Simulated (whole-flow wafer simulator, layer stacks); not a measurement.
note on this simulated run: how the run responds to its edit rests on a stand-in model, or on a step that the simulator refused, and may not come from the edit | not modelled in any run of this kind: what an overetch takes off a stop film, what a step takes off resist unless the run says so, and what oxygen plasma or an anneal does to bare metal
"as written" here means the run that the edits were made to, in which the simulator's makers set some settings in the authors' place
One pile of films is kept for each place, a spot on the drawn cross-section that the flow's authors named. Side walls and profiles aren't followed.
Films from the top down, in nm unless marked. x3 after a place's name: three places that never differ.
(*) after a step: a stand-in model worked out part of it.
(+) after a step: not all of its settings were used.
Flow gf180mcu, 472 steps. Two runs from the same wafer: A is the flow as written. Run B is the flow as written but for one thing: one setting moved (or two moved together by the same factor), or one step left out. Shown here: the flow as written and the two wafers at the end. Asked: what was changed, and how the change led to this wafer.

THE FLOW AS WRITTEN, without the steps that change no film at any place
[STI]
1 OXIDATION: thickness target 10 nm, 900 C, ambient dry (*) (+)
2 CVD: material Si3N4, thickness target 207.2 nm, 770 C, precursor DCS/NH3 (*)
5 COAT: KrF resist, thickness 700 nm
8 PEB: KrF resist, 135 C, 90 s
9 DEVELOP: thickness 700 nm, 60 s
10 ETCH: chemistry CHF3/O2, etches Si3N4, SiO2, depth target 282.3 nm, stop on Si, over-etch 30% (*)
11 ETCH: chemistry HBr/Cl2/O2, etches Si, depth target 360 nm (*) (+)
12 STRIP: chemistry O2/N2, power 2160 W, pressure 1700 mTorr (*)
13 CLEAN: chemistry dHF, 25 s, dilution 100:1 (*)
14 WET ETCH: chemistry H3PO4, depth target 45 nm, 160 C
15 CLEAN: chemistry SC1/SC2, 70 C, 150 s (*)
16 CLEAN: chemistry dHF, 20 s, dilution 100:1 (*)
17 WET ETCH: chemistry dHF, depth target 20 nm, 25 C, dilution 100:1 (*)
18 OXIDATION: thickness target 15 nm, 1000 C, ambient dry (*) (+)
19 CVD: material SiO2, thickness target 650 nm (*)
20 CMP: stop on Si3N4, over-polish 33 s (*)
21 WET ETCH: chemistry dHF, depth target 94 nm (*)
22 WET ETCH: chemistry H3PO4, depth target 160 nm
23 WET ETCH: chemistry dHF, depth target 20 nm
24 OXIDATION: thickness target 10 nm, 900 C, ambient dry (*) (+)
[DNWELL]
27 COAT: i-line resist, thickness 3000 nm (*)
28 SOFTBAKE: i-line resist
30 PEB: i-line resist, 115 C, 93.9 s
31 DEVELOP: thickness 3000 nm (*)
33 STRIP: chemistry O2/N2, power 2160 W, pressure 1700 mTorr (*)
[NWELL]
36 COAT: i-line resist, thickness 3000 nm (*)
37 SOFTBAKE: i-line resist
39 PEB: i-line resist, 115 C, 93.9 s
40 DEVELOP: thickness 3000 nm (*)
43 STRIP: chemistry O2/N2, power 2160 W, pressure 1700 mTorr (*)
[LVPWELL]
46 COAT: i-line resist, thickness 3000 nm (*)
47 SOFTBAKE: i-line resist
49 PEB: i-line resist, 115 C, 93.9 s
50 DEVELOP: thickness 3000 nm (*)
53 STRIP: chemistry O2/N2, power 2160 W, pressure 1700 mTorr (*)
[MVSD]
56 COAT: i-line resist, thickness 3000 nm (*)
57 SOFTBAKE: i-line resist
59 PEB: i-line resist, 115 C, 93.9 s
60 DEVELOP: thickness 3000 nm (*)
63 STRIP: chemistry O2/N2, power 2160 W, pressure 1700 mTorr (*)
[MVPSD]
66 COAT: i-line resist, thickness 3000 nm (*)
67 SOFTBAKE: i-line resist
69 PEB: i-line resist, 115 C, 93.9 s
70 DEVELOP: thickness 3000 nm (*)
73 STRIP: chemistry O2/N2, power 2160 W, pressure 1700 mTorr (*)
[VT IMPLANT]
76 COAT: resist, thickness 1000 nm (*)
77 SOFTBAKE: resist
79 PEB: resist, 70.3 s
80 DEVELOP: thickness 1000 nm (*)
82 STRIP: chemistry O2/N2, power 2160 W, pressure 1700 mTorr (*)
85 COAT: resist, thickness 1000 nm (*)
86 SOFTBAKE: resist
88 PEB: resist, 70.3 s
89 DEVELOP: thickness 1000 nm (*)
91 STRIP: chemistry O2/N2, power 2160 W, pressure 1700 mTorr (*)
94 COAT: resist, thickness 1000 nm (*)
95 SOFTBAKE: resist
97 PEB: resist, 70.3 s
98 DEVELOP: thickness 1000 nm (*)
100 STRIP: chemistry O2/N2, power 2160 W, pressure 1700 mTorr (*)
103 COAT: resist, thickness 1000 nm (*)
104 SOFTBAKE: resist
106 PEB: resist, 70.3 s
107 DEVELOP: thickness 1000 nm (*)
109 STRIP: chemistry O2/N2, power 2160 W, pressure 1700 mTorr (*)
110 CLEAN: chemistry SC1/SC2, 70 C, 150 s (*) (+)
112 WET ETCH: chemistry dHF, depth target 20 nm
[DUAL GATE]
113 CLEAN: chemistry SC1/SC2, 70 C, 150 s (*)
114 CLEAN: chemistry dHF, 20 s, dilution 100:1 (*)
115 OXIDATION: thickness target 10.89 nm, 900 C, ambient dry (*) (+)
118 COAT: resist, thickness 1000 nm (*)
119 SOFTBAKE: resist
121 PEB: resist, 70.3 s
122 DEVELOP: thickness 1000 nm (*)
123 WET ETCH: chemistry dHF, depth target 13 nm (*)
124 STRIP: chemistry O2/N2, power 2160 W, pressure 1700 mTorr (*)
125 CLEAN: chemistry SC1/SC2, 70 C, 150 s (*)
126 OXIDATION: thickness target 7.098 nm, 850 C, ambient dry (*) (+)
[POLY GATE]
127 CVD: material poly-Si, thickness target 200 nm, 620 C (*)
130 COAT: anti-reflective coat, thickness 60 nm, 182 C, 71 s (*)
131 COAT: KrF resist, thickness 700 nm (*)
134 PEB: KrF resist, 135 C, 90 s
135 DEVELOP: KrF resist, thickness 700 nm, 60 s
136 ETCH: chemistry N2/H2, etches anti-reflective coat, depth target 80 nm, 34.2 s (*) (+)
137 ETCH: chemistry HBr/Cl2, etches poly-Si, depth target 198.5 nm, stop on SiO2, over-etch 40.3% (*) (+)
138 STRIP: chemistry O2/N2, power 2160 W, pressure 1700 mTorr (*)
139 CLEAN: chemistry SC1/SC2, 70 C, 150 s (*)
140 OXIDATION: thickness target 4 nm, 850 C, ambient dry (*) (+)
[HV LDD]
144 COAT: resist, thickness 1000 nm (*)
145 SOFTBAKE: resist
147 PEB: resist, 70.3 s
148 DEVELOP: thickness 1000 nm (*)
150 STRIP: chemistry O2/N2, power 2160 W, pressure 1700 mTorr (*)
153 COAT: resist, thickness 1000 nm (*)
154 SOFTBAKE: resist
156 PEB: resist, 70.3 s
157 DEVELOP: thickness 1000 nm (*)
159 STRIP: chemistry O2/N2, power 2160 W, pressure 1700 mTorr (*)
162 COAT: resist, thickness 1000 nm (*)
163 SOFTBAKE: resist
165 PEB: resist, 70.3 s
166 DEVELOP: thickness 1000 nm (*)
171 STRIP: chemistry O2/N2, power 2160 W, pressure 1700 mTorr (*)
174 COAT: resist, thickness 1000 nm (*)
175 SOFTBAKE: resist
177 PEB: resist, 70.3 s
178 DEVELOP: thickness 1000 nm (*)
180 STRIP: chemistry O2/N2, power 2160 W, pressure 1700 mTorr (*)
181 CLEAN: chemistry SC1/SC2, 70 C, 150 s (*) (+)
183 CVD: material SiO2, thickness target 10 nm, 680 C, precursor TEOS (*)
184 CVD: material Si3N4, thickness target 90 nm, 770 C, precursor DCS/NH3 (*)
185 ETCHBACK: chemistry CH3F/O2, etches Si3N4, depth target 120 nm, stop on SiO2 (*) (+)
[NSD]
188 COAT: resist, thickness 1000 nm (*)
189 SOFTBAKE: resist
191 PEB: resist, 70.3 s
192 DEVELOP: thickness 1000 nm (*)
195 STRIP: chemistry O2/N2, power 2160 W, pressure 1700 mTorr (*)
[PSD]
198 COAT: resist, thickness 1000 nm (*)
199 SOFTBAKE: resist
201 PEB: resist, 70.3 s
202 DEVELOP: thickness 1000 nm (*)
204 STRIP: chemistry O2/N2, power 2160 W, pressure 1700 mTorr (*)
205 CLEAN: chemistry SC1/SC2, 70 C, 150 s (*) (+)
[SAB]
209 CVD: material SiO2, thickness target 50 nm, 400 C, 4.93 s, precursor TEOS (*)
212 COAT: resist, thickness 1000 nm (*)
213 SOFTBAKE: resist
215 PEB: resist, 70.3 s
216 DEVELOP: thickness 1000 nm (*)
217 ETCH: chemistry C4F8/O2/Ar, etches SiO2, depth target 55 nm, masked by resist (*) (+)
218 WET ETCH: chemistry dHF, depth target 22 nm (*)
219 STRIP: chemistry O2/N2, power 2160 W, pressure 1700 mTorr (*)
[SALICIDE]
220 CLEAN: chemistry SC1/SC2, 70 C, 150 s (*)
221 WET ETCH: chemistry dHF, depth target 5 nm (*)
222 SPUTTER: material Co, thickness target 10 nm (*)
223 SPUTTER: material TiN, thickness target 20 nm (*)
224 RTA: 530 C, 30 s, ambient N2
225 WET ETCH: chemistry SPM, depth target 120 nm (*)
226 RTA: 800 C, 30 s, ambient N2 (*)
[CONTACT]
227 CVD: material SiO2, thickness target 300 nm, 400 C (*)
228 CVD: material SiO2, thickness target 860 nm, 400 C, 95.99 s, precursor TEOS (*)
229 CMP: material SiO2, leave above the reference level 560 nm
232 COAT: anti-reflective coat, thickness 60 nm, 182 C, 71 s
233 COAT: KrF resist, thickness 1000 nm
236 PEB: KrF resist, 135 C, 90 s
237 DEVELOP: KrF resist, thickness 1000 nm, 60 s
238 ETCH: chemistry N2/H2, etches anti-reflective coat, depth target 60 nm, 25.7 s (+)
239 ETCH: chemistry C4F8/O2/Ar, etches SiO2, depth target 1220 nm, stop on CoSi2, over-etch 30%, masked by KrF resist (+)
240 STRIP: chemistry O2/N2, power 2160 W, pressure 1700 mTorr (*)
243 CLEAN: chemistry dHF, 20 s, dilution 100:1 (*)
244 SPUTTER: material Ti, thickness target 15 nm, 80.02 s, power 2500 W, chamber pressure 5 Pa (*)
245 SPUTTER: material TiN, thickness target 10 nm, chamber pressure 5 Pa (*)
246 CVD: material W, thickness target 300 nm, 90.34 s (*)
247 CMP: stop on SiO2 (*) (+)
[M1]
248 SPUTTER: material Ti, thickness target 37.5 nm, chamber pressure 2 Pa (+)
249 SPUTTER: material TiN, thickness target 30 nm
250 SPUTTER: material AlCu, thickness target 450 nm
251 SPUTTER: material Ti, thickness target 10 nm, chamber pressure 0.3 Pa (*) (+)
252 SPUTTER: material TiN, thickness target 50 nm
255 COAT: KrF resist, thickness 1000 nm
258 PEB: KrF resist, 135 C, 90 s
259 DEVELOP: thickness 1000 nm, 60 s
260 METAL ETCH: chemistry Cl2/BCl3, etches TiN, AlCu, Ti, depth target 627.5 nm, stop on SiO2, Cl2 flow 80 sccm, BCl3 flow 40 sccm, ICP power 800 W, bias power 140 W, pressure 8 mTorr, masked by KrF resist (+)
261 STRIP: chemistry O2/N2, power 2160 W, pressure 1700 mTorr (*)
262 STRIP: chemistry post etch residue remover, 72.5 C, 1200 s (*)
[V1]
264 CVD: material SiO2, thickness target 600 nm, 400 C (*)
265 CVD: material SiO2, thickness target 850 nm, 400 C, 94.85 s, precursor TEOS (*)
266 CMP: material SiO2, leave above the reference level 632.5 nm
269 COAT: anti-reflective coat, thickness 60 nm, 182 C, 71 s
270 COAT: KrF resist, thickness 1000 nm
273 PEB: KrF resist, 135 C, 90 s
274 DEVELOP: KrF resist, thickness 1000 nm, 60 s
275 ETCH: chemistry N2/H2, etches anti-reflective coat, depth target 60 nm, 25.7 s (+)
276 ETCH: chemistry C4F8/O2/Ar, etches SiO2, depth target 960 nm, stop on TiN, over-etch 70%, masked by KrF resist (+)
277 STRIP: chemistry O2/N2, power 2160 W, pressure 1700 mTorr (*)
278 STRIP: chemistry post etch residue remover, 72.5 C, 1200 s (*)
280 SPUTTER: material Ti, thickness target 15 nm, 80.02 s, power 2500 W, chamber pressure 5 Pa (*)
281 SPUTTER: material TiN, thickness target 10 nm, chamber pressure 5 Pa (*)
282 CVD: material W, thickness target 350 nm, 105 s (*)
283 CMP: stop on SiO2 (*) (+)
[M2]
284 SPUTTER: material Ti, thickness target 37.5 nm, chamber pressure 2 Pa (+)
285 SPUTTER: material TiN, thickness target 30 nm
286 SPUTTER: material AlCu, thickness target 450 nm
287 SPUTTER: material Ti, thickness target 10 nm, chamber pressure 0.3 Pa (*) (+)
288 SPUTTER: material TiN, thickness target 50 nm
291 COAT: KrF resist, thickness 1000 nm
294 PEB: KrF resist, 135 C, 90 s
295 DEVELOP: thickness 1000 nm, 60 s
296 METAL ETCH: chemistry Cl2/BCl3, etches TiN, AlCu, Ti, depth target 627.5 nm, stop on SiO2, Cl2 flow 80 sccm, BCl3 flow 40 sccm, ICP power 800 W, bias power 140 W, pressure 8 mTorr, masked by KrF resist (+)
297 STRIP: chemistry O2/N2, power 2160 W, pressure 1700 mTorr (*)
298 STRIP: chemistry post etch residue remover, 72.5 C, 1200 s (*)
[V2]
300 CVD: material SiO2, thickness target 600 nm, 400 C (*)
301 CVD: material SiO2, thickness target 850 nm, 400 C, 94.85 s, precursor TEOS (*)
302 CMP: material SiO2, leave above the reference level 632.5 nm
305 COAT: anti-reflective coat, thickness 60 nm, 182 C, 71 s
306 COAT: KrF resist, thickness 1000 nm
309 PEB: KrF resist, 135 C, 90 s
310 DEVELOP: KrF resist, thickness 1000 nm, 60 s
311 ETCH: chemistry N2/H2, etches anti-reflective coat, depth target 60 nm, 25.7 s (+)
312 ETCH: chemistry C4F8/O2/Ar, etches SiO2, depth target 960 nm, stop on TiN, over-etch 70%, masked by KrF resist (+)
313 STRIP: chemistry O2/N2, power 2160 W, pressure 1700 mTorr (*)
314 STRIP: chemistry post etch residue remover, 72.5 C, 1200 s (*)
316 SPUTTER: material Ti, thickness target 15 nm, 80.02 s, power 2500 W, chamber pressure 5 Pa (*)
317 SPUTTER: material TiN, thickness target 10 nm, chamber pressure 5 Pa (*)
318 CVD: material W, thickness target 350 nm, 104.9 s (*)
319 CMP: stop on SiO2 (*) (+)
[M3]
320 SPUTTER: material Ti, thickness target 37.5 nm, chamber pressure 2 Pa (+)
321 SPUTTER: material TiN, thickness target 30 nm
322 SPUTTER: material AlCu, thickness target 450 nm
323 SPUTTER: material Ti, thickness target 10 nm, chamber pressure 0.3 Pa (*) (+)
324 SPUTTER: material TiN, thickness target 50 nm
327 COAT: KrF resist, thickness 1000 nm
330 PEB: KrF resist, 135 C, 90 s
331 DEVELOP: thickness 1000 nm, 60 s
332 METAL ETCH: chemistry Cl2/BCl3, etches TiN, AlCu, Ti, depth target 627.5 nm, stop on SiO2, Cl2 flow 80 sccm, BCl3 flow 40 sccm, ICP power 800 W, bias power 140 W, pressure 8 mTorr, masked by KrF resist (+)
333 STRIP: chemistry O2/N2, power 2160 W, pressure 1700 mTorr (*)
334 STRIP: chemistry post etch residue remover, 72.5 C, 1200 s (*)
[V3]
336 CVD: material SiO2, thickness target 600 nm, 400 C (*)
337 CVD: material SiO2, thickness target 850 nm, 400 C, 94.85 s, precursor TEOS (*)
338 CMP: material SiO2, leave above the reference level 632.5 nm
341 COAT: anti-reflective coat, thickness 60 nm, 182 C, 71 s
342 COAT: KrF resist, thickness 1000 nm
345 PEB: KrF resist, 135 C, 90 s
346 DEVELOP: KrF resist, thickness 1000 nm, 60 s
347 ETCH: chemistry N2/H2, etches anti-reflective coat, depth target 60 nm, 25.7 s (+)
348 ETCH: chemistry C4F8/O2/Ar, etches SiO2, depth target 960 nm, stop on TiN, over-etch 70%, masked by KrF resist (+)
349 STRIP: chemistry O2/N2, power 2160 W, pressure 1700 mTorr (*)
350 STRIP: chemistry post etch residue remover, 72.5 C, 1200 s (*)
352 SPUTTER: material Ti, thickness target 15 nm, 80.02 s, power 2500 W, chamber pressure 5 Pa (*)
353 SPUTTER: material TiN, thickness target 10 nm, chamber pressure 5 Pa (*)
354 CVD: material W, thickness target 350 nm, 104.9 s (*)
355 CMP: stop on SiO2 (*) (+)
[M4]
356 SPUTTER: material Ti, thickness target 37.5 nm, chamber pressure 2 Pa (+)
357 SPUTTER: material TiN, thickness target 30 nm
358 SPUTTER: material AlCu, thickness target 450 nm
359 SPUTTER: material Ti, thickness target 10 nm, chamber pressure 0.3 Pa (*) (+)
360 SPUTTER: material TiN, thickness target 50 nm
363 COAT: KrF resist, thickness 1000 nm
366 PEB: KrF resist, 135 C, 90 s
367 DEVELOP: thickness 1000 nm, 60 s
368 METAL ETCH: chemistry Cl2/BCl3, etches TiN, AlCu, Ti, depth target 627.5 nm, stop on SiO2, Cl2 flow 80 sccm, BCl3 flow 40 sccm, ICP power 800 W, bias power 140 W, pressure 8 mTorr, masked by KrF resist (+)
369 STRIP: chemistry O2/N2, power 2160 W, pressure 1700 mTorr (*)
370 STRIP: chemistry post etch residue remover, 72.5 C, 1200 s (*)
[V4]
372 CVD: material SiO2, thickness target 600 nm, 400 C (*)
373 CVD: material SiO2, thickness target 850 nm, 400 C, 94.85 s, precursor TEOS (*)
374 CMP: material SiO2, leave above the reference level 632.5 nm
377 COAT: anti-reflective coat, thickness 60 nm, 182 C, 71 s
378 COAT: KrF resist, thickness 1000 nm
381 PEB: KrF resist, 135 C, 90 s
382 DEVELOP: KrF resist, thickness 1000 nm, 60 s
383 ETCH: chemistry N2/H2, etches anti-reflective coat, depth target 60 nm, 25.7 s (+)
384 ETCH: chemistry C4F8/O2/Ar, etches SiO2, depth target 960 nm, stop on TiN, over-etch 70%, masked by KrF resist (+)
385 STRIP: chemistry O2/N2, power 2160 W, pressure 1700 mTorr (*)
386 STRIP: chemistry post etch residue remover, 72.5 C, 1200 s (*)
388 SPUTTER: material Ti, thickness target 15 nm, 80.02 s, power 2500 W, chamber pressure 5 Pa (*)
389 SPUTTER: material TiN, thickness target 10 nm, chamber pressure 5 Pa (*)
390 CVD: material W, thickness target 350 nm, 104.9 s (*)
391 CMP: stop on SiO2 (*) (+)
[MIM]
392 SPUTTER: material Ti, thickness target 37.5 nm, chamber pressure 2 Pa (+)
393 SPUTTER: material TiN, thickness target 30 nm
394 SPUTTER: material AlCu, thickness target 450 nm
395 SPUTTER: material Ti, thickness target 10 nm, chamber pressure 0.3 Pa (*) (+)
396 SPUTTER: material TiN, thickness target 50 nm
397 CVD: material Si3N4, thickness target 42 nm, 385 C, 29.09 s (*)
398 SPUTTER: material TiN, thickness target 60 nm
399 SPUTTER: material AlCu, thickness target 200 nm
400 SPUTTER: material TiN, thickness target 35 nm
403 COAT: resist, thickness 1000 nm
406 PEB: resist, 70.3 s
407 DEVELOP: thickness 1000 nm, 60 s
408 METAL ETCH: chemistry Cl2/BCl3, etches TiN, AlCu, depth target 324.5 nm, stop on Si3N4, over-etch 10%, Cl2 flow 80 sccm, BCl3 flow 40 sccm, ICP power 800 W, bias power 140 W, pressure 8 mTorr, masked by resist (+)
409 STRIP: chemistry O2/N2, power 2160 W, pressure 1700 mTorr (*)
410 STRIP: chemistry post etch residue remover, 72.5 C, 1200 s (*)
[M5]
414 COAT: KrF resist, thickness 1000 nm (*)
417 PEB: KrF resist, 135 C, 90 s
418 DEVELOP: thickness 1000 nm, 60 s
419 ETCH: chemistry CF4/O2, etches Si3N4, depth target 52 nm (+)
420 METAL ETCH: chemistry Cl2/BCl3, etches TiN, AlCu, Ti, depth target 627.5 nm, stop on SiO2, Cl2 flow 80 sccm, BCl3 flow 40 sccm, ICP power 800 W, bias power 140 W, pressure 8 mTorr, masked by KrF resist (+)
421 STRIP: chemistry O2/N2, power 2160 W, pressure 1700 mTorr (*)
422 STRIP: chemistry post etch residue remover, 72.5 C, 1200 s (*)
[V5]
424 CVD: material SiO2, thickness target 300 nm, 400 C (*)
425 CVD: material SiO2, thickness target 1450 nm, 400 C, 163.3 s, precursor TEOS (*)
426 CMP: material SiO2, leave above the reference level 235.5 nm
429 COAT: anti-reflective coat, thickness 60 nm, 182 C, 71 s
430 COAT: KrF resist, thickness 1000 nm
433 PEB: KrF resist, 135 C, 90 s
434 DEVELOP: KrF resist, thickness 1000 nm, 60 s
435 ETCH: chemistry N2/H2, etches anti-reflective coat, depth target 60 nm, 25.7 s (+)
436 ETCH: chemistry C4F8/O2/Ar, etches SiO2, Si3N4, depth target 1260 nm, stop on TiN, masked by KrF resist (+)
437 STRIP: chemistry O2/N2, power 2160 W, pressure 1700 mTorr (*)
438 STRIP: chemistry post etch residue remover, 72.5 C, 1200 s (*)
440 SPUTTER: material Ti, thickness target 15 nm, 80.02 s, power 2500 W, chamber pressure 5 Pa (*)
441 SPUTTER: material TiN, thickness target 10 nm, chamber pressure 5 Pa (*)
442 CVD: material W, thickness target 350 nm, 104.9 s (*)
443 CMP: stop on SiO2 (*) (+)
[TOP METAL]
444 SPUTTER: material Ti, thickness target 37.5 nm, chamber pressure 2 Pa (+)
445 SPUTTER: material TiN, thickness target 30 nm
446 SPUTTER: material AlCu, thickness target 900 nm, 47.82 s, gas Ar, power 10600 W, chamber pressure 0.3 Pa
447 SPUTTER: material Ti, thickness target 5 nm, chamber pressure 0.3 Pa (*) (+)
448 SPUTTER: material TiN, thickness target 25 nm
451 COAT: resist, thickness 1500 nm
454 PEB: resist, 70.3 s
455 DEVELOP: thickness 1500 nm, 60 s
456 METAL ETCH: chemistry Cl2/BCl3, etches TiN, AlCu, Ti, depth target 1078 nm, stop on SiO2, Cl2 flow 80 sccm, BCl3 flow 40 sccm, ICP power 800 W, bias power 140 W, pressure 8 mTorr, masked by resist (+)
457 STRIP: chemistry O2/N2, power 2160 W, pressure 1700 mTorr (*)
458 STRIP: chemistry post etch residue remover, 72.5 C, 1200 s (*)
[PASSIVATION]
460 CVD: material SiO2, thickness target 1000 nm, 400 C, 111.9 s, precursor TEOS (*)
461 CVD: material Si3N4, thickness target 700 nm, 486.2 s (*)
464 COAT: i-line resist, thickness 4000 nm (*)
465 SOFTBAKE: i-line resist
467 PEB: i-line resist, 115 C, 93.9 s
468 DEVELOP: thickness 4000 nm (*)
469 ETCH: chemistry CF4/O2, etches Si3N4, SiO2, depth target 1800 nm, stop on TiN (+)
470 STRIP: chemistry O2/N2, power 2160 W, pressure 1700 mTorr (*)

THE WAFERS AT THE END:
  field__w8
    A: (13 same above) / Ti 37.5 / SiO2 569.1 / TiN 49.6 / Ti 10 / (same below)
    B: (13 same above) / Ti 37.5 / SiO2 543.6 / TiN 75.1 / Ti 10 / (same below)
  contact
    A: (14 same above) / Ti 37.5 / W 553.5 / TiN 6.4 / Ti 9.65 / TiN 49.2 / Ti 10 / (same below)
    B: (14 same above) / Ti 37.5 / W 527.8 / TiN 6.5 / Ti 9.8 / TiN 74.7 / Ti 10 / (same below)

The cause: step 360, SPUTTER: thickness target 75.5 nm was run, where the flow has thickness target 50 nm.

How the change led to this, step by step:
  360 SPUTTER: material TiN, thickness target 50 nm
      field, field__w1, field__w2 and 108 more: A TiN +50 (new film) | B TiN +75.5 (new film)
  368 METAL ETCH: chemistry Cl2/BCl3, etches TiN, AlCu, Ti, depth target 627.5 nm, stop on SiO2, Cl2 flow 80 sccm, BCl3 flow 40 sccm, ICP power 800 W, bias power 140 W, pressure 8 mTorr, masked by KrF resist (+)
      field, field__w1, field__w2 and 103 more: A TiN -50 (all of it), Ti -10 (all of it), AlCu -450 (all of it), TiN -30 (all of it), Ti -37.5 (all of it) | B TiN -75.5 (all of it), Ti -10 (all of it), AlCu -450 (all of it), TiN -30 (all of it), Ti -37.5 (all of it)
  374 CMP: material SiO2, leave above the reference level 632.5 nm
      field__w8, contact, m1, m1__w1, m1_nw: A SiO2 -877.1 | B SiO2 -902.6
  384 ETCH: chemistry C4F8/O2/Ar, etches SiO2, depth target 960 nm, stop on TiN, over-etch 70%, masked by KrF resist (+)
      field, field__w1, field__w2 and 107 more: A KrF resist -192 | B KrF resist -186
      contact: A SiO2 -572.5 (all of it) | B SiO2 -547 (all of it)
  390 CVD: material W, thickness target 350 nm, 104.9 s (*)
      contact: A W +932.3 (new film) | B W +906.5 (new film)
